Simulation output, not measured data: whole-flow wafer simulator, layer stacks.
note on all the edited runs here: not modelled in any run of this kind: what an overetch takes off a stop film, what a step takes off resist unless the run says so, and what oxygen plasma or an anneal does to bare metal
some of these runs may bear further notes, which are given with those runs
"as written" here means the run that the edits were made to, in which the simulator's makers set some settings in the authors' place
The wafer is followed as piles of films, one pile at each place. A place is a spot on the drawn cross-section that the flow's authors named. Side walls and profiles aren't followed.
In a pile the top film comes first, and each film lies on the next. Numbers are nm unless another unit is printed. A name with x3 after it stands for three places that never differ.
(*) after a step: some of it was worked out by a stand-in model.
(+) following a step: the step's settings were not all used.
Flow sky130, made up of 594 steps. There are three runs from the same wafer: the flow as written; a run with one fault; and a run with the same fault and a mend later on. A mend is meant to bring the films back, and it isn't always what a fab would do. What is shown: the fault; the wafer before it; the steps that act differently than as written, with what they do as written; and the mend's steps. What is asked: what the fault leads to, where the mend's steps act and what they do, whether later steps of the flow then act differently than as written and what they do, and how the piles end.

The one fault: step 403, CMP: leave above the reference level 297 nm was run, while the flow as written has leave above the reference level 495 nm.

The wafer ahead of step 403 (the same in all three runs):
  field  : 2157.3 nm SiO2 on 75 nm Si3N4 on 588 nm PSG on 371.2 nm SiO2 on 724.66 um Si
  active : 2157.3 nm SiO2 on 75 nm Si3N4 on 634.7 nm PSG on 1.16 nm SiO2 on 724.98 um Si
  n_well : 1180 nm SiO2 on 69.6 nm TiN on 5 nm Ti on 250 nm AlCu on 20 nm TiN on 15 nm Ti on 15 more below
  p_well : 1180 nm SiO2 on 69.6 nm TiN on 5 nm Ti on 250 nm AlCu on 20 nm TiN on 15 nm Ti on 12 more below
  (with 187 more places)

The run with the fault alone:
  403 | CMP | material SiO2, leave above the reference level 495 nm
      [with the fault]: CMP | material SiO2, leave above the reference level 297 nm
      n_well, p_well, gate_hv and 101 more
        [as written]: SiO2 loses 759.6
        [with the fault]: SiO2 loses 957.6
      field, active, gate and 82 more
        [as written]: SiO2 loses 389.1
        [with the fault]: SiO2 loses 587.1
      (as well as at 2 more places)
  Steps later in the flow that act otherwise than as written (1 other step is not shown; it differs only slightly, by no more than 2% or 0.5 nm, whichever is larger):
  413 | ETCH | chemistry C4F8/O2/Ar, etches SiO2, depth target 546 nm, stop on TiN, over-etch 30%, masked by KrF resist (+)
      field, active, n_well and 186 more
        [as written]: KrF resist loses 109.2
        [with the fault]: KrF resist loses 57.8
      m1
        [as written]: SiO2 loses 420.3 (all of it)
        [with the fault]: SiO2 loses 222.3 (all of it)
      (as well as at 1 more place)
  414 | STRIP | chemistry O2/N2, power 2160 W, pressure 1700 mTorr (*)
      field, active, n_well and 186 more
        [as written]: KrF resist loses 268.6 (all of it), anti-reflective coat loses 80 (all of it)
        [with the fault]: KrF resist loses 320 (all of it), anti-reflective coat loses 80 (all of it)
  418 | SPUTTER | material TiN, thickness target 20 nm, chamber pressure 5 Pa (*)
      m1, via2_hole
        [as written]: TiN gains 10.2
        [with the fault]: TiN gains 13.1
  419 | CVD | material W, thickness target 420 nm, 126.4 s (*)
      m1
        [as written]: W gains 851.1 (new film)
        [with the fault]: W gains 650.2 (new film)
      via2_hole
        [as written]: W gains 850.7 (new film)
        [with the fault]: W gains 649.7 (new film)
  The piles end different from the flow's at field, active, n_well and 190 more by more than 2% or 0.5 nm, whichever is larger.
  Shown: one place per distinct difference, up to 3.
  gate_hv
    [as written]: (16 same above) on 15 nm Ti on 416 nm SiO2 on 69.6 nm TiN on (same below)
    [with the fault]: (16 same above) on 15 nm Ti on 218 nm SiO2 on 69.6 nm TiN on (same below)
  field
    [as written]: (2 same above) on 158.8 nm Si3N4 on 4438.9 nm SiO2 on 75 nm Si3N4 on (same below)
    [with the fault]: (2 same above) on 158.8 nm Si3N4 on 4240.9 nm SiO2 on 75 nm Si3N4 on (same below)
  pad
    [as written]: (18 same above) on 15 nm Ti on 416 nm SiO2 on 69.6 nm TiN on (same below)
    [with the fault]: (18 same above) on 15 nm Ti on 218 nm SiO2 on 69.6 nm TiN on (same below)

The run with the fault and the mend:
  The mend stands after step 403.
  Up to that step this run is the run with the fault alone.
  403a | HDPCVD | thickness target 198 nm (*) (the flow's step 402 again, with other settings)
      field, active, n_well and 188 more
        SiO2 gains 198
  Later steps of the flow that are run all act as written at every place that is followed, up to a difference of at most 2% or 0.5 nm, whichever is larger.
  At every place that both follow, the piles at the end match the flow's.
